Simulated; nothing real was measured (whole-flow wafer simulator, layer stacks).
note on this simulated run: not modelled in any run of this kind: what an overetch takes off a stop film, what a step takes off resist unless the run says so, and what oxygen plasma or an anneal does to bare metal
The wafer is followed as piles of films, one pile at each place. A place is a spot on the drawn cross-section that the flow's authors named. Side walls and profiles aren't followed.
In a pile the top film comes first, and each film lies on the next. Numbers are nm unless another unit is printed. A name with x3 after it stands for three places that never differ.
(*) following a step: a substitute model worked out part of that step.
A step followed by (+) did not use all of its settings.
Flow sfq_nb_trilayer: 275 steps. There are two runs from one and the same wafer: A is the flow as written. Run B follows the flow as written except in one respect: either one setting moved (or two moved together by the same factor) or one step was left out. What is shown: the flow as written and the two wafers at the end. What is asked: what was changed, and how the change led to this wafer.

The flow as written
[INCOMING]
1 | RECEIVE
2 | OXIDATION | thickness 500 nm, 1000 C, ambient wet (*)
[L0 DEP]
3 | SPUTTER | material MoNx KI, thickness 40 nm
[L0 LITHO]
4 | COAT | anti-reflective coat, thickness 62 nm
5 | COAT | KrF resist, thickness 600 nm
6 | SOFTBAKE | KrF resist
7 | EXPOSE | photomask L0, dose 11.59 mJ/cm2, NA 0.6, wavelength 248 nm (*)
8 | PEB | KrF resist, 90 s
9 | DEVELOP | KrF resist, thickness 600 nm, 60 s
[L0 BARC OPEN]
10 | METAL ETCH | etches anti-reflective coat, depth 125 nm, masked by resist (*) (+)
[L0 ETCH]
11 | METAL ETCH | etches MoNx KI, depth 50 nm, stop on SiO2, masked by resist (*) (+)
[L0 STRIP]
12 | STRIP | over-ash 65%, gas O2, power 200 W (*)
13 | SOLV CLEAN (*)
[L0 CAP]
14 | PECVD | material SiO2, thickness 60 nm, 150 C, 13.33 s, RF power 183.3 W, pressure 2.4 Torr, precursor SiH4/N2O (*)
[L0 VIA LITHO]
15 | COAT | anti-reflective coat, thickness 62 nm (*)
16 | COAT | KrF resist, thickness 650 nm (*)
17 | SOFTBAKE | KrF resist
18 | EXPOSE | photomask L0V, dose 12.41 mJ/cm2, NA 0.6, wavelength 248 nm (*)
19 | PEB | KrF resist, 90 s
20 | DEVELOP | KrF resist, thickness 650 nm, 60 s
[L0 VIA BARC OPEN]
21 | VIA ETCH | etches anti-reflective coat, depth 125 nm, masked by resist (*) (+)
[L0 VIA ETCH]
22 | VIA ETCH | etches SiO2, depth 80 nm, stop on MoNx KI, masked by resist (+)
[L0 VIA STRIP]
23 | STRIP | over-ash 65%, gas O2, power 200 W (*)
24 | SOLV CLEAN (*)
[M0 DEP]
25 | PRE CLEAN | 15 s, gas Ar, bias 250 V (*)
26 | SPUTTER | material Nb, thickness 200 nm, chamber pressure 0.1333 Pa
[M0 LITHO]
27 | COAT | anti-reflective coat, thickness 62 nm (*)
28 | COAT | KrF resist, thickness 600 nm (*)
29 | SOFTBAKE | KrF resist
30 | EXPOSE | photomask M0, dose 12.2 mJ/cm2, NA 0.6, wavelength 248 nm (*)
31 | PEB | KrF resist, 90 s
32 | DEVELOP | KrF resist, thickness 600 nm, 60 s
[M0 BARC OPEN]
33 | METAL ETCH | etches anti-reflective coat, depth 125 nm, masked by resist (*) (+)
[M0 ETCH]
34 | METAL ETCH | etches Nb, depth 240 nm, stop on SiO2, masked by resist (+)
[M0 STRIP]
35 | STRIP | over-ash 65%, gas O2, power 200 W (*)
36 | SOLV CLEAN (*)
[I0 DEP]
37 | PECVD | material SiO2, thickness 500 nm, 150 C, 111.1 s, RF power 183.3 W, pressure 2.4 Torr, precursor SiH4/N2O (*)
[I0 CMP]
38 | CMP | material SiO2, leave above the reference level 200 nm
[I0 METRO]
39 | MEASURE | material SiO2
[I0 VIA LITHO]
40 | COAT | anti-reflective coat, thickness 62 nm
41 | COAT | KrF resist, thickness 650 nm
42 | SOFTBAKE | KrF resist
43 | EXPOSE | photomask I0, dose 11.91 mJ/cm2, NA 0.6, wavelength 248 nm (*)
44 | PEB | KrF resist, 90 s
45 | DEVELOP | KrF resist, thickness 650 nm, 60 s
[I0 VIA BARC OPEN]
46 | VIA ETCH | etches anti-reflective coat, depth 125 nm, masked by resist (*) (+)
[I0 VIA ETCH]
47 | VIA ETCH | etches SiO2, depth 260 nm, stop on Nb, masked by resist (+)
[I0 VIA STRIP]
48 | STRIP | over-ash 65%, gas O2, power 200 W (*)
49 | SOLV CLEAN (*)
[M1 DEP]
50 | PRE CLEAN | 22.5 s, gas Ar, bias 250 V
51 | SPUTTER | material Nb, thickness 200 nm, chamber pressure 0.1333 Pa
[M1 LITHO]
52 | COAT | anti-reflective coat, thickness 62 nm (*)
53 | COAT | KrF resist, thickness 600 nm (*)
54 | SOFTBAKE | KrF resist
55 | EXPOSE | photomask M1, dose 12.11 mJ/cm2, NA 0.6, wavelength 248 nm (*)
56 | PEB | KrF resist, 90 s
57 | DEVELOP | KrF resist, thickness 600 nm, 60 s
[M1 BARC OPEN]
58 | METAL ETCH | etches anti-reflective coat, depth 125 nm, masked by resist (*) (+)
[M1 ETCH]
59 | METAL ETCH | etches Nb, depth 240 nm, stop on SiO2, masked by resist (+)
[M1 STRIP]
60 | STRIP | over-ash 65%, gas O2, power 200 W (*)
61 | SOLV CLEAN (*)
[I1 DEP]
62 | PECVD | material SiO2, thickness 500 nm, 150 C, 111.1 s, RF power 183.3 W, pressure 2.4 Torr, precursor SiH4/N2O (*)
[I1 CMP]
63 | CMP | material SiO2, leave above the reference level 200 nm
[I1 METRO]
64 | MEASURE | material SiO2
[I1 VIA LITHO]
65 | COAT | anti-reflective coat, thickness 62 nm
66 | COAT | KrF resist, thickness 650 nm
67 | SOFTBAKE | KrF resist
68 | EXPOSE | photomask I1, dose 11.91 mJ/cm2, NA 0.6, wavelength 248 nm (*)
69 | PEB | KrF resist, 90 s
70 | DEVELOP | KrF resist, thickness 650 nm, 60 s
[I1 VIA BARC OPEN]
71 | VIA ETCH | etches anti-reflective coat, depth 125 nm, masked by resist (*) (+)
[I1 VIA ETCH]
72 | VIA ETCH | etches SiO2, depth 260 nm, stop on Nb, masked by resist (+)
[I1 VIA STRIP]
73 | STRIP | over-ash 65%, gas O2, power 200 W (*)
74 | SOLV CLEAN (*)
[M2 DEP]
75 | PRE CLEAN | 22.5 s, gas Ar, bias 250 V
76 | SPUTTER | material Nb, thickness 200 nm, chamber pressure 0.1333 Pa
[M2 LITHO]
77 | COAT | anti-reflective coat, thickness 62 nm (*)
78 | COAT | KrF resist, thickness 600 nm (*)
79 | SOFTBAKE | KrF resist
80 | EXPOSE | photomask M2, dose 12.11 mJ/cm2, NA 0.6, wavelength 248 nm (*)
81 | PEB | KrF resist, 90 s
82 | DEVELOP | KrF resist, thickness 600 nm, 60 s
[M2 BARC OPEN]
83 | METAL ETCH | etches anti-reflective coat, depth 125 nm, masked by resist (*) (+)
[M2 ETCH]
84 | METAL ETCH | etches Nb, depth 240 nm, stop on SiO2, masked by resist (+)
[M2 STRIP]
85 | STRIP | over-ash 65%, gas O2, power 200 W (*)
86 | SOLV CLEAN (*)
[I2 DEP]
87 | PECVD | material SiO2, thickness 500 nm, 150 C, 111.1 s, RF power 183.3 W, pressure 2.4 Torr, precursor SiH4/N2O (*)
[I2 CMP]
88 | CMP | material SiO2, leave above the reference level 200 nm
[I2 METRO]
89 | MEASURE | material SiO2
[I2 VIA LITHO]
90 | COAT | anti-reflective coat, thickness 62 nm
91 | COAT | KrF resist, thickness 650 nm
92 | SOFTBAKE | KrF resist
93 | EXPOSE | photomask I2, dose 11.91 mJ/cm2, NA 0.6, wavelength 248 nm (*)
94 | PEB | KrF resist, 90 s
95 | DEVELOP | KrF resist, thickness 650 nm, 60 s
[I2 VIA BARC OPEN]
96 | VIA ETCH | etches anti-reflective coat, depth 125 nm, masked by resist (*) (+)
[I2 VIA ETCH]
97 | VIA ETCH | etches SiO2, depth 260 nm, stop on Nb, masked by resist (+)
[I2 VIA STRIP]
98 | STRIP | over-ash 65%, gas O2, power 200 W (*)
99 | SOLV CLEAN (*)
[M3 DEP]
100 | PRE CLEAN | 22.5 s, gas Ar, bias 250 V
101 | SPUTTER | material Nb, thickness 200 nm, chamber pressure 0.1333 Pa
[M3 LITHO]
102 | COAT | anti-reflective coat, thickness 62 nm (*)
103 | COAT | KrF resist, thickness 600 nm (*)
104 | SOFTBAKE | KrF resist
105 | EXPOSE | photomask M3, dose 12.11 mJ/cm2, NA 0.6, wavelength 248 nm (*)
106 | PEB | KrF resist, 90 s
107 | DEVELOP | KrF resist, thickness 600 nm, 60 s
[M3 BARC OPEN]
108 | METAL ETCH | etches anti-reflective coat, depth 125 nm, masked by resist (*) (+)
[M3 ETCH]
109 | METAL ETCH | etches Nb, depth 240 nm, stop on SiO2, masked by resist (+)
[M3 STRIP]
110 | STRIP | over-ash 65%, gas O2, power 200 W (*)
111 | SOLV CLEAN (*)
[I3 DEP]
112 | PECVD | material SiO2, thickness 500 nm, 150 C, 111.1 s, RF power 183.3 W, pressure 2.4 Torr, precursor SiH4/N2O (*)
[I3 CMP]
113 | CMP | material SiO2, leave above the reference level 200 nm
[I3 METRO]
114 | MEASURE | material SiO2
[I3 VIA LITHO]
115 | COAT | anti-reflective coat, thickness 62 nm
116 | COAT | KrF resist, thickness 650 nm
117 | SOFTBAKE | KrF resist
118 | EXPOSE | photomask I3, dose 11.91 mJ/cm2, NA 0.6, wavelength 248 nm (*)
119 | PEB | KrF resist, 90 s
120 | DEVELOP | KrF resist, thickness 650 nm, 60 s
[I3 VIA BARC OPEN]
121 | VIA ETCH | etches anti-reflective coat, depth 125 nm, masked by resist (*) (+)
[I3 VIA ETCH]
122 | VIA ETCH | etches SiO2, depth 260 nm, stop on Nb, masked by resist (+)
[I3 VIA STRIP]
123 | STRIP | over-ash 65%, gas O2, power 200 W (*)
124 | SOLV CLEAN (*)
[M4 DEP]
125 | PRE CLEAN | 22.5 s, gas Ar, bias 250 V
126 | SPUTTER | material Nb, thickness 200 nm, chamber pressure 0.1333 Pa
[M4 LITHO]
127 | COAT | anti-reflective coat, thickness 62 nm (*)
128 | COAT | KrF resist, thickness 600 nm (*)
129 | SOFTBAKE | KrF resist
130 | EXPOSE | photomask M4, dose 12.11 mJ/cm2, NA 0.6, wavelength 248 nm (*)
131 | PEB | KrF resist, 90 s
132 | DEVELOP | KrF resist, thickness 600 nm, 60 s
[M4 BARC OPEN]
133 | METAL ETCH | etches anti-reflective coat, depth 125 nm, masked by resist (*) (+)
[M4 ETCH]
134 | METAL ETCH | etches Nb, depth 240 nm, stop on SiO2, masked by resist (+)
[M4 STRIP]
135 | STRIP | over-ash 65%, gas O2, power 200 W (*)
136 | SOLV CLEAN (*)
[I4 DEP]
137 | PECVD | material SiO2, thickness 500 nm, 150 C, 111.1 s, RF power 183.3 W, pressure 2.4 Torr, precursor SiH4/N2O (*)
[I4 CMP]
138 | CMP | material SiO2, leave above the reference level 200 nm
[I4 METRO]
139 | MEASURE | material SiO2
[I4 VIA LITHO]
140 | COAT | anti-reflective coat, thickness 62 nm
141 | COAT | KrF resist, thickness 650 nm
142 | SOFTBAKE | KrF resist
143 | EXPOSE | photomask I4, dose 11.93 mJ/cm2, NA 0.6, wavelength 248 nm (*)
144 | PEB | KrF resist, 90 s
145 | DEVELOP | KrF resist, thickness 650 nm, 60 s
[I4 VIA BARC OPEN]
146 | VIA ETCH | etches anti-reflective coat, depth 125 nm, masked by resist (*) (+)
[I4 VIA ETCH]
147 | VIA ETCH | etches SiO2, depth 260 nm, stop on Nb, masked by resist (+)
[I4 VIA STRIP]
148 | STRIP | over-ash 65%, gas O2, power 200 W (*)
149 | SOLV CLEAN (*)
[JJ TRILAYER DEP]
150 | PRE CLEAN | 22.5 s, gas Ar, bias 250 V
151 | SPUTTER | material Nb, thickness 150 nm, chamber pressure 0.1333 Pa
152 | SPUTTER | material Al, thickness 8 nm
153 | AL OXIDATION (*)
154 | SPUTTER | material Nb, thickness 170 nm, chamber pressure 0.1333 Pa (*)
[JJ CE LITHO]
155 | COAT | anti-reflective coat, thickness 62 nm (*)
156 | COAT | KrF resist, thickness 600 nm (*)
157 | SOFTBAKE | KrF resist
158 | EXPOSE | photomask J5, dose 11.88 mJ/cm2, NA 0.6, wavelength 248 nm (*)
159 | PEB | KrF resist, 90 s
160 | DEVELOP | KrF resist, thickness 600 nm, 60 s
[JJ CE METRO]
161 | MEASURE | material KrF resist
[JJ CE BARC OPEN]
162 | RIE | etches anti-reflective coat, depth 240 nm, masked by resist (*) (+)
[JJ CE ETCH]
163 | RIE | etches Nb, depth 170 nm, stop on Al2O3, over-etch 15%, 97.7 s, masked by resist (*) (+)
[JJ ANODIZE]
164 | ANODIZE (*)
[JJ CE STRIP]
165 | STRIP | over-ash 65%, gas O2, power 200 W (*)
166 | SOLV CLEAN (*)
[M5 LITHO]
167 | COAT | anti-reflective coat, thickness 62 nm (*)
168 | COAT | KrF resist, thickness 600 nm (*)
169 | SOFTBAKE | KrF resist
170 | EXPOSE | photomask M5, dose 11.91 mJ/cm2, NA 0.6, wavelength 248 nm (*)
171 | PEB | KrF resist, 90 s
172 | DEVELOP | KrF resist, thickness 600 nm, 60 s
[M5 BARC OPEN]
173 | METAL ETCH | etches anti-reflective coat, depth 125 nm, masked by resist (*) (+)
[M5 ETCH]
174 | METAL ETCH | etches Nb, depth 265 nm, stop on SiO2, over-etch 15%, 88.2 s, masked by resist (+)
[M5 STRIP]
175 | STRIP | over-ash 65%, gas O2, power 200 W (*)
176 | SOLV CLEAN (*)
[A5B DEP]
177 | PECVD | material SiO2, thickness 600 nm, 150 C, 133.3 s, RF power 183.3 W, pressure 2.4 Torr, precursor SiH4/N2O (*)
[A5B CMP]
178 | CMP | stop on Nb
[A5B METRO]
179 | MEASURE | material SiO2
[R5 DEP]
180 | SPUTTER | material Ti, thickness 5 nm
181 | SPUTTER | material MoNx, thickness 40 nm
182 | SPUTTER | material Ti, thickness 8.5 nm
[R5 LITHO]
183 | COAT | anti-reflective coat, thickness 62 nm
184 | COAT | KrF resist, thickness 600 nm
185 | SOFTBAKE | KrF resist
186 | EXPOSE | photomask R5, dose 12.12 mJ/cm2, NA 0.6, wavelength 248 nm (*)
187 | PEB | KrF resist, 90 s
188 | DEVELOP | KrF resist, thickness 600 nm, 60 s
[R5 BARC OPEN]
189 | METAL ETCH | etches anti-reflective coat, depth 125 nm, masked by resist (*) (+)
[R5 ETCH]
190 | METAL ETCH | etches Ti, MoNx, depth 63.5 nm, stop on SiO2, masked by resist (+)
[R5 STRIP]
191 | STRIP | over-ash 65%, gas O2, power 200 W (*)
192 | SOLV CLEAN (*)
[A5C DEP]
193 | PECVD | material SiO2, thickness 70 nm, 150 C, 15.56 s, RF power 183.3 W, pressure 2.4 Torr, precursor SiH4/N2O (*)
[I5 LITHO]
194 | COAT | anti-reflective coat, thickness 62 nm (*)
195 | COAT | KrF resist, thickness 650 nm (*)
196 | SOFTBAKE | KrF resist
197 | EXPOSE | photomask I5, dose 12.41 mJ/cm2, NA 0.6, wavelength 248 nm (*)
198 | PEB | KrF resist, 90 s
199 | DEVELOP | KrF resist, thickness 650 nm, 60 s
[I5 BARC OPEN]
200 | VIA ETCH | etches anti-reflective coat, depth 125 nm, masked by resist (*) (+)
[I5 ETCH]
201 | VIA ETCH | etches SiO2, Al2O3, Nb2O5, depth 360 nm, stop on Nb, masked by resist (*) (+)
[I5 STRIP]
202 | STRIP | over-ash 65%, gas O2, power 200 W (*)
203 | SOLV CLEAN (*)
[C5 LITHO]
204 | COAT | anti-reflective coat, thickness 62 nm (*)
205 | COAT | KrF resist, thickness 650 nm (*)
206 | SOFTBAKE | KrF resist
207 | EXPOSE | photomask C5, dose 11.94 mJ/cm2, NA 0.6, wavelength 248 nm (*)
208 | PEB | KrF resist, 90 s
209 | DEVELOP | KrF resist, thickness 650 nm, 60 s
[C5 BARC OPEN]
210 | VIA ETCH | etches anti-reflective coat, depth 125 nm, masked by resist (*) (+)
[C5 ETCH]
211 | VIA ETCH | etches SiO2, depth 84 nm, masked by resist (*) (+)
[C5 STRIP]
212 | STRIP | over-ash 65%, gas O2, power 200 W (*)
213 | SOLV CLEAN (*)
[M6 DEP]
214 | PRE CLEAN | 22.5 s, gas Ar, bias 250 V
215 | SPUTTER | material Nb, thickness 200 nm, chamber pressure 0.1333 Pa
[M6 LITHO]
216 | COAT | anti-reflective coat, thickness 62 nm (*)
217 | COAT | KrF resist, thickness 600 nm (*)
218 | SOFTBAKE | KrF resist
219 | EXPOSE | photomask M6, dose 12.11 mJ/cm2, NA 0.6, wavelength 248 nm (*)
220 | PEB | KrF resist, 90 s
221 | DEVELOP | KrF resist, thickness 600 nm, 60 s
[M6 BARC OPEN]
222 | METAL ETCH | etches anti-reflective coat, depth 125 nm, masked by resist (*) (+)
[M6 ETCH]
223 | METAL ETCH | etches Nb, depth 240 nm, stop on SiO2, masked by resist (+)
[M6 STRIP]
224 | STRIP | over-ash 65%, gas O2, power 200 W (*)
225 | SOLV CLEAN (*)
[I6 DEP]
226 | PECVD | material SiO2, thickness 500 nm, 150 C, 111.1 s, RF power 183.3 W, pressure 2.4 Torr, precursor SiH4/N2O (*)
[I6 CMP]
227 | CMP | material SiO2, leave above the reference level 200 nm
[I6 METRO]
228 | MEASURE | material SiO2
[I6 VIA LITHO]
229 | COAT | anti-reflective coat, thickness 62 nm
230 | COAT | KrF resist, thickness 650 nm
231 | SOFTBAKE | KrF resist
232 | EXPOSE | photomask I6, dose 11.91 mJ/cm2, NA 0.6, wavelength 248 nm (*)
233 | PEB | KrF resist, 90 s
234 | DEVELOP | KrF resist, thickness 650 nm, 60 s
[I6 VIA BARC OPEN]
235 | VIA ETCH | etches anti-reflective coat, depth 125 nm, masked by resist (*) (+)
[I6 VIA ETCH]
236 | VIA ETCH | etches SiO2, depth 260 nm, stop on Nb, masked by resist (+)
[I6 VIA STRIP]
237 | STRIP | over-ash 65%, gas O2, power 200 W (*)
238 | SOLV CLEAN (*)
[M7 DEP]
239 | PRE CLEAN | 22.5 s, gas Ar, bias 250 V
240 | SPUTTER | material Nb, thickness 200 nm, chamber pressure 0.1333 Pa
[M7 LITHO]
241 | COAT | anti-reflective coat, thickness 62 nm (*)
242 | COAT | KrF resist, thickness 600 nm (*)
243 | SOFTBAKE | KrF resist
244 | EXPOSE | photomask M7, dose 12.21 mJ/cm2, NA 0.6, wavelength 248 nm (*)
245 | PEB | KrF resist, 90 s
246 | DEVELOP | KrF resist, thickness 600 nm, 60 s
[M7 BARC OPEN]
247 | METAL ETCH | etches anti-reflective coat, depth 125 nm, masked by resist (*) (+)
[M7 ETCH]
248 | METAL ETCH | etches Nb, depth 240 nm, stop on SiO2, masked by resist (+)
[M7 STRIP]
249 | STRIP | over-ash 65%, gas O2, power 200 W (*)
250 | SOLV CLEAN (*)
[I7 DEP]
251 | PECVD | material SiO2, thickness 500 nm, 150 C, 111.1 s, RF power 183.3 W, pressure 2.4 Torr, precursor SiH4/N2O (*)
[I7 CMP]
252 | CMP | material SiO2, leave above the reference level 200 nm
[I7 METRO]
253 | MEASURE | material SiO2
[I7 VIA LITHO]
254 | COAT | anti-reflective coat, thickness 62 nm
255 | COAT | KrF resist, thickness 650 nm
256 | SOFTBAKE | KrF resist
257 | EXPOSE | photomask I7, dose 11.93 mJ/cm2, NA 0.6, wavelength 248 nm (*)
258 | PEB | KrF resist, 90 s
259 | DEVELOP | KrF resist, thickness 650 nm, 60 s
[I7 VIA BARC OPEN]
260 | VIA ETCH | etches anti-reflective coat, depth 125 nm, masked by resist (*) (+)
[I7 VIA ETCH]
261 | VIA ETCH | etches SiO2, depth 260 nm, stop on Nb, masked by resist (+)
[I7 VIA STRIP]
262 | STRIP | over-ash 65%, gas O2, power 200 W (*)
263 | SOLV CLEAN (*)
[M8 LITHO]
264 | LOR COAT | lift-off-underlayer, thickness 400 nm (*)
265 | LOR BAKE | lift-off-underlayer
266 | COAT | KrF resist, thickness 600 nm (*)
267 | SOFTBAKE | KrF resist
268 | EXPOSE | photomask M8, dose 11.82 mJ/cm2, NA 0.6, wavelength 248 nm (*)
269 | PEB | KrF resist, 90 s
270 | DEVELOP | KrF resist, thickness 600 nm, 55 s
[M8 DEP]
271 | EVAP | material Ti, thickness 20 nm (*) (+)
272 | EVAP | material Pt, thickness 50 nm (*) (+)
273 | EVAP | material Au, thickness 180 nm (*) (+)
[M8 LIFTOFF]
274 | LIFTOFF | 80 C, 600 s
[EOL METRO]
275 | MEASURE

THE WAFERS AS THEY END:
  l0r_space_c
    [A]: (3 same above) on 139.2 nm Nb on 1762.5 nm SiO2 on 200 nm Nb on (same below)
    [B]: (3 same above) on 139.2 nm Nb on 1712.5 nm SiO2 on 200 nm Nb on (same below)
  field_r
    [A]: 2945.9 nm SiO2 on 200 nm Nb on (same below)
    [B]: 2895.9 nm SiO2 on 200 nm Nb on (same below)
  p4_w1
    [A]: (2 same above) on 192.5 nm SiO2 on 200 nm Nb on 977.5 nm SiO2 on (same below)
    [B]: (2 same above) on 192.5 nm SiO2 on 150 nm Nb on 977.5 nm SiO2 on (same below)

What caused this: step 101, SPUTTER: thickness 150 nm was run, whereas the flow has thickness 200 nm.
One can read it off the wafer: p4_w1 has Nb 150, and step 101 as written asks for 200 nm.

The path from the change to this, step by step:
  101 | SPUTTER | material Nb, thickness 200 nm, chamber pressure 0.1333 Pa
      field_l, v_sur, via_wl and 102 more: A +200 Nb (new film) | B +150 Nb (new film)
      via_w: A +165.5 Nb | B +123.9 Nb
  102 | COAT | anti-reflective coat, thickness 62 nm (*)
      via_wl, via_wr: A +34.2 anti-reflective coat (new film) | B +33.5 anti-reflective coat (new film)
      via_w: A +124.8 anti-reflective coat (new film) | B +122.3 anti-reflective coat (new film)
  109 | METAL ETCH | etches Nb, depth 240 nm, stop on SiO2, masked by resist (+)
      field_l, be, be_sur and 72 more: A -200 Nb (all of it) | B -150 Nb (all of it)
      v_sur, via_wl, via_w and 28 more: A -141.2 KrF resist | B -132.4 KrF resist
  110 | STRIP | over-ash 65%, gas O2, power 200 W (*)
      p4_w1, p4_w2, p4_w3 and 21 more: A -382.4 KrF resist (all of it), -62 anti-reflective coat (all of it) | B -391.2 KrF resist (all of it), -62 anti-reflective coat (all of it)
      via_wl, via_wr: A -384.2 KrF resist (all of it), -34.2 anti-reflective coat (all of it) | B -394.3 KrF resist (all of it), -33.5 anti-reflective coat (all of it)
      (also at 5 further places)
  112 | PECVD | material SiO2, thickness 500 nm, 150 C, 111.1 s, RF power 183.3 W, pressure 2.4 Torr, precursor SiH4/N2O (*)
      p4_g1, p4_g2, p3_s0, p3_s1, p3_s2, p3_s3, p3_s4, p3_s5: A +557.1 SiO2 | B +507.1 SiO2
      via_w: A +615 SiO2 (new film) | B +601.7 SiO2 (new film)
  113 | CMP | material SiO2, leave above the reference level 200 nm
      field_l, be, be_sur and 64 more: A -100 SiO2 | B -150 SiO2
      via_w: A -181.6 SiO2 | B -176.6 SiO2
